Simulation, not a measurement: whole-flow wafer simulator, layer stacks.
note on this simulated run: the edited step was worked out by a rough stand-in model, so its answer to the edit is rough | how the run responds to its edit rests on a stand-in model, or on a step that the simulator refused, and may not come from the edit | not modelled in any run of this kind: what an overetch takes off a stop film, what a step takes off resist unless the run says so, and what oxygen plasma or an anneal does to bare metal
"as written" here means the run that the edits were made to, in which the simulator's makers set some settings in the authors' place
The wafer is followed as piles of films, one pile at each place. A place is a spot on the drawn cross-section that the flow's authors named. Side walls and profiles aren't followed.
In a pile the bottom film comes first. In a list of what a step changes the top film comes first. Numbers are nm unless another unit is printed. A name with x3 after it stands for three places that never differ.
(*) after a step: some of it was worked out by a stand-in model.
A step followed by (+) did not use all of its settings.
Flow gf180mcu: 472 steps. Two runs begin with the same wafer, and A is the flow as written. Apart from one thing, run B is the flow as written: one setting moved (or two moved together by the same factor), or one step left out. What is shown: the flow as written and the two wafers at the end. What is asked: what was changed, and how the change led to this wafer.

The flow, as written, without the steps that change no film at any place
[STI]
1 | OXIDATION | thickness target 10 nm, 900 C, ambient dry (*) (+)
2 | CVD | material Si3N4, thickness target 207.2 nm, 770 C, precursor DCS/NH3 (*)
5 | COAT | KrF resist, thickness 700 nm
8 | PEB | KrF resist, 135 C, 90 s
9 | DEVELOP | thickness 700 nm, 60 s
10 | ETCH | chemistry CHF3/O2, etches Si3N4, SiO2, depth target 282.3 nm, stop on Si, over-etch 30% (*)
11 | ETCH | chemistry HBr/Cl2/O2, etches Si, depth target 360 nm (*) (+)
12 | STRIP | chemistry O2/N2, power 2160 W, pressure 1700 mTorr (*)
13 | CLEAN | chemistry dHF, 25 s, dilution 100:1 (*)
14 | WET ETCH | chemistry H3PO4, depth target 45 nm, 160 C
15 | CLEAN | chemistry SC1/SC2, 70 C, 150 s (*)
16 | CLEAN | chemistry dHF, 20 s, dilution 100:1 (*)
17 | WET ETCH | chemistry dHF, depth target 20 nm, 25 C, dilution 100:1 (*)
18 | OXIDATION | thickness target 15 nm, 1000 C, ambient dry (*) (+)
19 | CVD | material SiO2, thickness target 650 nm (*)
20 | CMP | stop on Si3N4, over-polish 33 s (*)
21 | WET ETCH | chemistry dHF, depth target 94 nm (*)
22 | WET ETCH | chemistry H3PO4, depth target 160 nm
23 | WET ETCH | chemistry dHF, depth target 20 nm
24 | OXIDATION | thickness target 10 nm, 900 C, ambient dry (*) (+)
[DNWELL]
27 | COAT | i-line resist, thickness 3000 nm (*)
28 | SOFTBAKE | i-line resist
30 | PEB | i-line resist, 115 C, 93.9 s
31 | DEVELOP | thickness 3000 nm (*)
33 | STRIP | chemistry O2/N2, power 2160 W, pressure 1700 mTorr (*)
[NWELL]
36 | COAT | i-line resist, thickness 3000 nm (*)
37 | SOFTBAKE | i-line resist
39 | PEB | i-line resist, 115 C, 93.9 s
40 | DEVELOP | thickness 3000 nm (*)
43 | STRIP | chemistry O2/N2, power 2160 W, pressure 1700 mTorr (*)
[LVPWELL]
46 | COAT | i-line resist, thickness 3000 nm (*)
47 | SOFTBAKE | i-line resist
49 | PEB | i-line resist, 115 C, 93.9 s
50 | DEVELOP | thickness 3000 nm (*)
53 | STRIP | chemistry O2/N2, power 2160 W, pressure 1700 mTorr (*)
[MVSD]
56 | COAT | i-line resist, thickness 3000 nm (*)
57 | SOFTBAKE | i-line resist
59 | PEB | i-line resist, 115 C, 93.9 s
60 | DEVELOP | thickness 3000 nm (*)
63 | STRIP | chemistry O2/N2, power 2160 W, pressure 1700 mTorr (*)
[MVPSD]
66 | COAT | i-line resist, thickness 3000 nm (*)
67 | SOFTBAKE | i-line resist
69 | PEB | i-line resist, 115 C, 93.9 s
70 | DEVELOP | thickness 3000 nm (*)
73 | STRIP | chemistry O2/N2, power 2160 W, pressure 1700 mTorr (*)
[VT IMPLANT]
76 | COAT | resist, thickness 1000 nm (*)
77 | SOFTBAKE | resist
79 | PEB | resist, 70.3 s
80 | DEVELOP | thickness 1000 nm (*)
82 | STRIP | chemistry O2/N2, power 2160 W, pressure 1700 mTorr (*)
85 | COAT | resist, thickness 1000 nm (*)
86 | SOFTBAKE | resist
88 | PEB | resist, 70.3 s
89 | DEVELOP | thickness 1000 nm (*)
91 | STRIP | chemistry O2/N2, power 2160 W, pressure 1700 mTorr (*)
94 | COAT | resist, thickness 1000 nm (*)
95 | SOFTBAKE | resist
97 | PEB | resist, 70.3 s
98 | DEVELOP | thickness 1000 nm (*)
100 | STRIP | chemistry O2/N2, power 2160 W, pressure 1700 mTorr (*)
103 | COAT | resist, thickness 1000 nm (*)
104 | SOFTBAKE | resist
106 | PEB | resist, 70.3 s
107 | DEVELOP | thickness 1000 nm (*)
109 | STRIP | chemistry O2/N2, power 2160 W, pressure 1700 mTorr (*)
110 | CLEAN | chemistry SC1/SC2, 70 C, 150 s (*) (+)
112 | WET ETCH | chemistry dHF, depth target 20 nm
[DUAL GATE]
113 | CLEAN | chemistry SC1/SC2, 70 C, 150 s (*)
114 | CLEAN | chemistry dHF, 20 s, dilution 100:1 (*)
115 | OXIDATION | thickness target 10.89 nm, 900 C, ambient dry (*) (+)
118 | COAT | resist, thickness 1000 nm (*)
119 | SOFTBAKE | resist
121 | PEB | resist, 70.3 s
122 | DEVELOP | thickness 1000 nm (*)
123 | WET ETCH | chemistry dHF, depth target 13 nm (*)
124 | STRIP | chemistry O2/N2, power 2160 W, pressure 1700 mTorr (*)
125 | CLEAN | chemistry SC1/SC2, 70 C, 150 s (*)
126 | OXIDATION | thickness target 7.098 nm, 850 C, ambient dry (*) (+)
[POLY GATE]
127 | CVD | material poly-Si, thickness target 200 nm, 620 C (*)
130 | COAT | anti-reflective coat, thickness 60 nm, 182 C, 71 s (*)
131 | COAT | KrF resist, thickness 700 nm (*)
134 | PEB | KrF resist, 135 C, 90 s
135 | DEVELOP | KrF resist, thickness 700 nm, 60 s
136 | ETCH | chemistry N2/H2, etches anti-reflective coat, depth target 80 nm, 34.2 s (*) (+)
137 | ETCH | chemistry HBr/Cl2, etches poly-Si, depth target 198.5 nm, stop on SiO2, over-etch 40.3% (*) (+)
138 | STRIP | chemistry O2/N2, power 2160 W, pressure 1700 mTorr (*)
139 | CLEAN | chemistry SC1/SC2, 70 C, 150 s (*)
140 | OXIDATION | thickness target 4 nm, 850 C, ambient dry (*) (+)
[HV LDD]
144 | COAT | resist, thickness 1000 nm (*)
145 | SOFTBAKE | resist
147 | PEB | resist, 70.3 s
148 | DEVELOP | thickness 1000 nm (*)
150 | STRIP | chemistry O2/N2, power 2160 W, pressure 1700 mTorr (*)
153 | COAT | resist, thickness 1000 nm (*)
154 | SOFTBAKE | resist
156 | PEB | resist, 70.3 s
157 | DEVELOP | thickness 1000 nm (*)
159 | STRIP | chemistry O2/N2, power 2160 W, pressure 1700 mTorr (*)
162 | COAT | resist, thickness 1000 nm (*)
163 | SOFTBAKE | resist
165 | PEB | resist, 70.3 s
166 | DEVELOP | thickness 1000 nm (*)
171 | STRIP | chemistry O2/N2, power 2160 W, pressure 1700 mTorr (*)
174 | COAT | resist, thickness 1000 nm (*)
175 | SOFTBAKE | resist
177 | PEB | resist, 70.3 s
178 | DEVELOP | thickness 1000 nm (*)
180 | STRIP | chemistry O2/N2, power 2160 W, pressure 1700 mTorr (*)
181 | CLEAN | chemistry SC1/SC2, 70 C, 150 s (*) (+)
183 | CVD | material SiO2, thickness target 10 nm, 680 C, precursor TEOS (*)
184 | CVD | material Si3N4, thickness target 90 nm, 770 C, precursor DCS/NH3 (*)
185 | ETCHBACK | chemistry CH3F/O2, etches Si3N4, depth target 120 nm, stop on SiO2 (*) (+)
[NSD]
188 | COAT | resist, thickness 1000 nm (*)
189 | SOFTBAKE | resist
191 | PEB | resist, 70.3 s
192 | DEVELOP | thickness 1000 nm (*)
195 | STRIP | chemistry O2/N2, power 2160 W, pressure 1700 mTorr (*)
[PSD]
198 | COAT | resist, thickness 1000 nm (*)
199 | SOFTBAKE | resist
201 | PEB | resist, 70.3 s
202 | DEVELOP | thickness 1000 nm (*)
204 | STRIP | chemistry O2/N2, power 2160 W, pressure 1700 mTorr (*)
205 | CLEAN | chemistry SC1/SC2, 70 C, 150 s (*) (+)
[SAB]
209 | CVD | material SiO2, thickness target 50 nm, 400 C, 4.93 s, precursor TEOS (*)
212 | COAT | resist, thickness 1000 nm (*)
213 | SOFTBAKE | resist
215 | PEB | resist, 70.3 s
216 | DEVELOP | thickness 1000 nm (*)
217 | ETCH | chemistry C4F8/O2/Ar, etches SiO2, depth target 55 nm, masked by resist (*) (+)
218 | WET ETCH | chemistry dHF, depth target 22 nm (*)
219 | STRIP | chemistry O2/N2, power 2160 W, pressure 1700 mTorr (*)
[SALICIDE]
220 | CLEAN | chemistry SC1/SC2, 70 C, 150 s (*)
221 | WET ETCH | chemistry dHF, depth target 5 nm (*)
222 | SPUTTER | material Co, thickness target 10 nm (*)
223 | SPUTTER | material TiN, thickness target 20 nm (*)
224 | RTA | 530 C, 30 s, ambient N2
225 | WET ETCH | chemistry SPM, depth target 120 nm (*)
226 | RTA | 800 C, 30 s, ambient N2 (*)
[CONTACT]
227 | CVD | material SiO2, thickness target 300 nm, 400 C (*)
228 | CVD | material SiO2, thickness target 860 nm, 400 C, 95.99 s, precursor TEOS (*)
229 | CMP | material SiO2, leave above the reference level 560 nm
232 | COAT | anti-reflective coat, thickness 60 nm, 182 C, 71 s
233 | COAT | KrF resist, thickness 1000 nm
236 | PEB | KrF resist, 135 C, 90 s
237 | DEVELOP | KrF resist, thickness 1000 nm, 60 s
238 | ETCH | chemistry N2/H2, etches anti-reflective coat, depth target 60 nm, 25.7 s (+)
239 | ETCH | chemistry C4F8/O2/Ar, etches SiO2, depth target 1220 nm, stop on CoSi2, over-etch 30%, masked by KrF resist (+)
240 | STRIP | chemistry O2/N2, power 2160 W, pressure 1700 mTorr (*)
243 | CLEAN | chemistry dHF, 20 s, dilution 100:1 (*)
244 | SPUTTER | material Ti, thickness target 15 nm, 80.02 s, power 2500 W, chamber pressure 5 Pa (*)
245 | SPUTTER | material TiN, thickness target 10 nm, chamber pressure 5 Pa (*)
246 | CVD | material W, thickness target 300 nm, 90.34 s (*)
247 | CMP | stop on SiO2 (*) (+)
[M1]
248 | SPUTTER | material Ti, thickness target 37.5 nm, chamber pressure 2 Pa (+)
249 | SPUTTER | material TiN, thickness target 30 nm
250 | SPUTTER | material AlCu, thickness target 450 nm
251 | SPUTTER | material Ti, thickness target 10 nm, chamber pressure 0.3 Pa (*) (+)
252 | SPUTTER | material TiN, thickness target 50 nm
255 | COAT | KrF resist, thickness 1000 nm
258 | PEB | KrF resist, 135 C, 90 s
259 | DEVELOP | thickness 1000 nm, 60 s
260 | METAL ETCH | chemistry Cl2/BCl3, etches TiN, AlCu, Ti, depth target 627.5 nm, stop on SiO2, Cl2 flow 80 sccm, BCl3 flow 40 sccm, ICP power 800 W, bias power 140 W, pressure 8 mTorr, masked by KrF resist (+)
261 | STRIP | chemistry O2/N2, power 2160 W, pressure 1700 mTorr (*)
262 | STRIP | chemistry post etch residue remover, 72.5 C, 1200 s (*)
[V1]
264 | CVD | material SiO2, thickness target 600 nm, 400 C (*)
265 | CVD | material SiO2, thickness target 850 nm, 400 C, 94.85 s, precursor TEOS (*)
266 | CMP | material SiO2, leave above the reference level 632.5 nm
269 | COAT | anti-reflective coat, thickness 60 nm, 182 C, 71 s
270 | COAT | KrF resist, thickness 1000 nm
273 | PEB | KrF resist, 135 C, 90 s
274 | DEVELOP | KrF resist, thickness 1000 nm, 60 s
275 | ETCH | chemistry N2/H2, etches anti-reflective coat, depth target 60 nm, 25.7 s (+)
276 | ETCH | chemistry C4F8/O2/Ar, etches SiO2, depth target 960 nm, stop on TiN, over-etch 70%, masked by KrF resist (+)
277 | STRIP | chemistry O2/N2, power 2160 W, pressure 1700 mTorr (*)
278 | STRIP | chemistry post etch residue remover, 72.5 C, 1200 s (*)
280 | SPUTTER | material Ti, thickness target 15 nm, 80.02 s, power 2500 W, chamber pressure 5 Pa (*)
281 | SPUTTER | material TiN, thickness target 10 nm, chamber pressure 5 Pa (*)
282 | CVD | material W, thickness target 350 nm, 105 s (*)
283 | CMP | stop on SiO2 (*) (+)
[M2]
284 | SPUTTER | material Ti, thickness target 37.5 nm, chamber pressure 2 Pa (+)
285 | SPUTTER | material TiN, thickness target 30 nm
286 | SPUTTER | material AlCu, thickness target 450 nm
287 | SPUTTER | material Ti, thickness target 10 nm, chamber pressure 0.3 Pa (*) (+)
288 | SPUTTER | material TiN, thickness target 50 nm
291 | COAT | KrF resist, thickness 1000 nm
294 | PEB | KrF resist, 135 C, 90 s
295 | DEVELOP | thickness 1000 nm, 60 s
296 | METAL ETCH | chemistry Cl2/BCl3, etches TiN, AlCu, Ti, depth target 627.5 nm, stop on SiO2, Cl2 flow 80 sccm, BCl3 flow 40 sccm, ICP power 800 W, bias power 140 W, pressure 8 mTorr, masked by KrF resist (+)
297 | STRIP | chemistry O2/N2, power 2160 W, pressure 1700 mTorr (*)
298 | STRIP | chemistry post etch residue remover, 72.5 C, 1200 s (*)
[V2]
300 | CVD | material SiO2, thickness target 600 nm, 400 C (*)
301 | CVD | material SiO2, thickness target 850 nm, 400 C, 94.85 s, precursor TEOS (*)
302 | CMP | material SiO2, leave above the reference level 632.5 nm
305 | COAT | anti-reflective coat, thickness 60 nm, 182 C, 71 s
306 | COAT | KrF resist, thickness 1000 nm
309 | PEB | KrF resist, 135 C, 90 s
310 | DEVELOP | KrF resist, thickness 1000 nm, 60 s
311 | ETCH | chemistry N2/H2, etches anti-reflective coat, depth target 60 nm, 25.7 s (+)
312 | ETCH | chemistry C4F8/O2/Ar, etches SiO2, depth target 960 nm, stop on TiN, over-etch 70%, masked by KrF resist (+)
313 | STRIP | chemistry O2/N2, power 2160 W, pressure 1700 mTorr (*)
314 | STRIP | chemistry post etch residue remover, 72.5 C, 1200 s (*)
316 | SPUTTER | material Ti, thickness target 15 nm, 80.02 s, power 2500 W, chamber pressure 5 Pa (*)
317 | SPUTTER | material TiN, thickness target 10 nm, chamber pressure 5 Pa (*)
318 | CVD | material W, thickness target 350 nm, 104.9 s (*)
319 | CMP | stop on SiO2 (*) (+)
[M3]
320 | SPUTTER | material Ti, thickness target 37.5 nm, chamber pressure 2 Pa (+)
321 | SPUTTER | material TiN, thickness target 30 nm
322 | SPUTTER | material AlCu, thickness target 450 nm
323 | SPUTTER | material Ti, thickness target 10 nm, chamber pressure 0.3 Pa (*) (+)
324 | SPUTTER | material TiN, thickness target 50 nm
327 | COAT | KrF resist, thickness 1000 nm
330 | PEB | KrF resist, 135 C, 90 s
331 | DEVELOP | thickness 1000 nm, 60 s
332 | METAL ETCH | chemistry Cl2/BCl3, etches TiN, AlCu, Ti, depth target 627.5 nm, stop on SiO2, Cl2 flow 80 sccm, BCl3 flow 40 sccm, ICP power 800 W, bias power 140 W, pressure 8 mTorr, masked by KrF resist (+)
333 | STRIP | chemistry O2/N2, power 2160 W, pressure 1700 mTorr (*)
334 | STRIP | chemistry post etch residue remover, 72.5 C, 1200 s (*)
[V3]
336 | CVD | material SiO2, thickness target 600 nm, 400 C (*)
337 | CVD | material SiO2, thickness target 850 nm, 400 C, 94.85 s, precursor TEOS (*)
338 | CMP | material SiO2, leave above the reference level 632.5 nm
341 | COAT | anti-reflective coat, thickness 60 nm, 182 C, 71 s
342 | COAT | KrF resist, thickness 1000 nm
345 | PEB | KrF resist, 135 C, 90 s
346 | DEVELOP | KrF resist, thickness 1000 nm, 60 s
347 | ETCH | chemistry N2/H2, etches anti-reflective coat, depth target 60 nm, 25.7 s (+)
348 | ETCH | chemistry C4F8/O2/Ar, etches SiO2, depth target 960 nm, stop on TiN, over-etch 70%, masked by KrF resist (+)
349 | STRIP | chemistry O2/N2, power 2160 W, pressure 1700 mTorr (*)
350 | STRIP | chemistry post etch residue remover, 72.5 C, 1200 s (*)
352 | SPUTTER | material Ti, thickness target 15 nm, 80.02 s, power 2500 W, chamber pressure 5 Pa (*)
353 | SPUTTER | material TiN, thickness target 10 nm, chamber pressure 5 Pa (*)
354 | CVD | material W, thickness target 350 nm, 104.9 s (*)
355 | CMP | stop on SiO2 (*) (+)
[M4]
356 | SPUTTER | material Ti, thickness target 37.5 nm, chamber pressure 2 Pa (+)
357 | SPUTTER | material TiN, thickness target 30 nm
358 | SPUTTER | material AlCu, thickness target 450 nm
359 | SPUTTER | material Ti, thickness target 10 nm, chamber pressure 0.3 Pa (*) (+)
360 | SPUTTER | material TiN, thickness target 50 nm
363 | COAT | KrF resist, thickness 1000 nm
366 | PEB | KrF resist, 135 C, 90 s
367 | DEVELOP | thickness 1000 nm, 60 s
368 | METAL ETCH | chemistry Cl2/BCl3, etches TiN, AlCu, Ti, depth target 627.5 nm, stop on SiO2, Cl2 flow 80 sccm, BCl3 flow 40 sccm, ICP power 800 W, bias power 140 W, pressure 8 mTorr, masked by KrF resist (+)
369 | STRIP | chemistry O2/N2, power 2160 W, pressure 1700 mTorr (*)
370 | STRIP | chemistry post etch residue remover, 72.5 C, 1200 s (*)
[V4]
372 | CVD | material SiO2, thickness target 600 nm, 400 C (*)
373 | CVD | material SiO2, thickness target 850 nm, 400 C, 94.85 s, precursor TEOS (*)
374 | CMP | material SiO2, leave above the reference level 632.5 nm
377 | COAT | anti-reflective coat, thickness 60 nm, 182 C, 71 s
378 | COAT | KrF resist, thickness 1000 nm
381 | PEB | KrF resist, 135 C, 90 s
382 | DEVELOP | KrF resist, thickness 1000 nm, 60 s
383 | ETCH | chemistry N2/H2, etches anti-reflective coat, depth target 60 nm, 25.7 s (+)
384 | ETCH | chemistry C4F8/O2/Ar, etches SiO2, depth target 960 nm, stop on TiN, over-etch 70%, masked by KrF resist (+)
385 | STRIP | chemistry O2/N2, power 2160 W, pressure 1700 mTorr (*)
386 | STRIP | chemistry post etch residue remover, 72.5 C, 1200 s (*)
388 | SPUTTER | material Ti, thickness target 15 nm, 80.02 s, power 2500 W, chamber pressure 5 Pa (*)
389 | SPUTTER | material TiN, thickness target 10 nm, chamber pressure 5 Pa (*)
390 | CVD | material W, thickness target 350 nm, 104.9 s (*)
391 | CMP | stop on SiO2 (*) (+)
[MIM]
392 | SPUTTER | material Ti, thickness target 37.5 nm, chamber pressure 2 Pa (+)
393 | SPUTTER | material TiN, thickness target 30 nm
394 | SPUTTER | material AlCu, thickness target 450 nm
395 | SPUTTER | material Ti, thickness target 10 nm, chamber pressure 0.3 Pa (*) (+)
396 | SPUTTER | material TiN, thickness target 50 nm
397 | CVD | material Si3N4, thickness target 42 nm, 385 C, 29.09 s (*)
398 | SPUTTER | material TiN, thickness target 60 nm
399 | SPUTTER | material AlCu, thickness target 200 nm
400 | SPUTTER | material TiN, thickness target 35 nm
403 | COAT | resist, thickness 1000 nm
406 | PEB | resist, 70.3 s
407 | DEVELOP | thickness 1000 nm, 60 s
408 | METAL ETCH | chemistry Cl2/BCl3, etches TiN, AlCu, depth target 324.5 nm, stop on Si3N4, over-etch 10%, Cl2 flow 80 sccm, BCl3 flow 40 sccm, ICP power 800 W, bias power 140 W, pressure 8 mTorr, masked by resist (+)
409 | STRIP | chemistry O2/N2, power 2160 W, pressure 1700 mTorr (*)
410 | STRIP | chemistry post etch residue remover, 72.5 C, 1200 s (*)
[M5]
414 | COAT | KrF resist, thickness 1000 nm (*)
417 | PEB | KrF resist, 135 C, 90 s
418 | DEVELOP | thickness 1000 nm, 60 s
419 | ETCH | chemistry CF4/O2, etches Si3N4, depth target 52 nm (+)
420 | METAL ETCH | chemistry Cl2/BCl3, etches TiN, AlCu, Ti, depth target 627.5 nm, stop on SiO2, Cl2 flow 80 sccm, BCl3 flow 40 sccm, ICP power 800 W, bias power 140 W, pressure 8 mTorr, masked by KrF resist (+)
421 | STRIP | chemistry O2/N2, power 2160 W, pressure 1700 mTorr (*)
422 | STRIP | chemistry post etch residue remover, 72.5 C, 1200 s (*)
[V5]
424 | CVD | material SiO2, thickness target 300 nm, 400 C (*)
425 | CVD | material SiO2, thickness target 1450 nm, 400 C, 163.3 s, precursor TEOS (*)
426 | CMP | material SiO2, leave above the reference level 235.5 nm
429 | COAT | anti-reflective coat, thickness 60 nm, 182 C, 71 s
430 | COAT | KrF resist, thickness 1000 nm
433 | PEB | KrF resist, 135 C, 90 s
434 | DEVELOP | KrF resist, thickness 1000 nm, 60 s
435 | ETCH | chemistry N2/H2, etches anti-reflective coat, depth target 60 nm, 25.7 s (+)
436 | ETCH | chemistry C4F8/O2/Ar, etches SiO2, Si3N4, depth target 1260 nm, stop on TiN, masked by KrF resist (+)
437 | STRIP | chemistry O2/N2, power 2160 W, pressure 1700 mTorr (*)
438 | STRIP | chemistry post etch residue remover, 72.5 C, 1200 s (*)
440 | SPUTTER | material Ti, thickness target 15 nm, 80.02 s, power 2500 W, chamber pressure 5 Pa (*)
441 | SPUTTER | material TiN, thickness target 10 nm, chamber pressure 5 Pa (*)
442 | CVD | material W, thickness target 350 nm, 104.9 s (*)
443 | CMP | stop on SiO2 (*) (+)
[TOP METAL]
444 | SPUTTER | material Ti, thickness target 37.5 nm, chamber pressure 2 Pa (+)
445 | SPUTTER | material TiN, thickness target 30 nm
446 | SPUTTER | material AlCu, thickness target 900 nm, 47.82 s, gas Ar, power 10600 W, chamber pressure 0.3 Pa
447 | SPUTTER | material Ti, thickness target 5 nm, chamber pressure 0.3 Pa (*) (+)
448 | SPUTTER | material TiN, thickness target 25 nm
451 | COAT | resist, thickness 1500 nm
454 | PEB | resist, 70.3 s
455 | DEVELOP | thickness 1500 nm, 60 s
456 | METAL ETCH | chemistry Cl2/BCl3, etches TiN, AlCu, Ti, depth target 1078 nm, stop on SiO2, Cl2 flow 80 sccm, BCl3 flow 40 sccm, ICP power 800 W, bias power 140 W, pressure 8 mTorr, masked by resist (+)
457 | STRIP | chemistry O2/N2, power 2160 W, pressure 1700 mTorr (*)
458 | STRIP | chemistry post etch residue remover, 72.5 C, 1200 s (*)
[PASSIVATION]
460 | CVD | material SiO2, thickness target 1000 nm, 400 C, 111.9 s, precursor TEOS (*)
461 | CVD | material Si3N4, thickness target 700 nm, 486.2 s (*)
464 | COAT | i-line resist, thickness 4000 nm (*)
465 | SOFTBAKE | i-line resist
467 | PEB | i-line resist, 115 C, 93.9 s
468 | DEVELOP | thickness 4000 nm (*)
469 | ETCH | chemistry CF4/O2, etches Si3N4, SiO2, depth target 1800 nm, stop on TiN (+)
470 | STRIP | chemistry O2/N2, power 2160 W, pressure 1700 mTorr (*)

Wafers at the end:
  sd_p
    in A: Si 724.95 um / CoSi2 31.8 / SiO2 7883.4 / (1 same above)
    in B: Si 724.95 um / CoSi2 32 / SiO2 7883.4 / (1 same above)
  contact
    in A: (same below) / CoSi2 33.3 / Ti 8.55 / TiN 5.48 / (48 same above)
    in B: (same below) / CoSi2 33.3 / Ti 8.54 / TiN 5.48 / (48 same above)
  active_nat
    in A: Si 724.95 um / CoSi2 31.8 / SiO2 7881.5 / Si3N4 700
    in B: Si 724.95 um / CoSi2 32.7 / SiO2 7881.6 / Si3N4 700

The reason: step 185, ETCHBACK: depth target 179 nm was run, whereas the flow has depth target 120 nm.

How this came from the change, step by step:
  185 | ETCHBACK | chemistry CH3F/O2, etches Si3N4, depth target 120 nm, stop on SiO2 (*) (+)
      field, field__w1, field__w2 and 100 more: A -90 Si3N4 (all of it), -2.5 SiO2 | B -90 Si3N4 (all of it), -7.42 SiO2
  189 | SOFTBAKE | resist
      field: A +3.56 resist | B -0.35 resist
      field_sub__w1: A +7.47 resist | B +9.56 resist
      (and at 2 other places as well)
  199 | SOFTBAKE | resist
      field: A +3.56 resist | B -0.35 resist
      field_sub__w1: A +7.47 resist | B +9.56 resist
      (and at 2 other places as well)
  213 | SOFTBAKE | resist
      field__w5: A +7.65 resist | B +7.03 resist
      field__w7: A +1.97 resist | B +1.43 resist
      (and at 4 other places as well)
  218 | WET ETCH | chemistry dHF, depth target 22 nm (*)
      gate, gate_hv, gate_p and 23 more: A -5.48 SiO2 (all of it) | B -0.56 SiO2 (all of it)
      active, p_well, sd_n, iso_ptap_pw, iso_ntap_nw, iso_ptap_sub, vpnp_e: A -9.01 SiO2 (all of it) | B -4.09 SiO2 (all of it)
      (and at 16 other places as well)
  222 | SPUTTER | material Co, thickness target 10 nm (*)
      field__w2: A +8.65 Co (new film) | B +9.26 Co (new film)
      field__w3: A +8.06 Co (new film) | B +8.85 Co (new film)
      (and at 3 other places as well)
  223 | SPUTTER | material TiN, thickness target 20 nm (*)
      field__w2: A +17 TiN (new film) | B +18.1 TiN (new film)
      field__w3: A +15.7 TiN (new film) | B +17.3 TiN (new film)
      (and at 4 other places as well)
  224 | RTA | 530 C, 30 s, ambient N2
      ld_sd_n: A under 1 film: +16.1 CoSi (new film), -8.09 Co (all of it), -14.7 Si | B under 1 film: +17.1 CoSi (new film), -8.61 Co (all of it), -15.6 Si
      ld_drn_n: A under 1 film: +17.9 CoSi (new film), -9.02 Co (all of it), -16.4 Si | B under 1 film: +18.7 CoSi (new film), -9.39 Co (all of it), -17 Si
      (and at 2 other places as well)
  225 | WET ETCH | chemistry SPM, depth target 120 nm (*)
      field__w2: A -17 TiN (all of it), -8.65 Co (all of it) | B -18.1 TiN (all of it), -9.26 Co (all of it)
      field__w3: A -15.7 TiN (all of it), -8.06 Co (all of it) | B -17.3 TiN (all of it), -8.85 Co (all of it)
      (and at 4 other places as well)
  226 | RTA | 800 C, 30 s, ambient N2 (*)
      active_nat: A +31.8 CoSi2 (new film), -18.1 CoSi (all of it), -16.5 Si | B +32.7 CoSi2 (new film), -18.6 CoSi (all of it), -17 Si
      ld_sd_n: A +28.3 CoSi2 (new film), -16.1 CoSi (all of it), -14.7 Si | B +30.1 CoSi2 (new film), -17.1 CoSi (all of it), -15.6 Si
      (and at 3 other places as well)
  229 | CMP | material SiO2, leave above the reference level 560 nm
      field__w2: A -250 SiO2 | B -244 SiO2
      field__w3: A -232.3 SiO2 | B -226.2 SiO2
      (and at 5 other places as well)
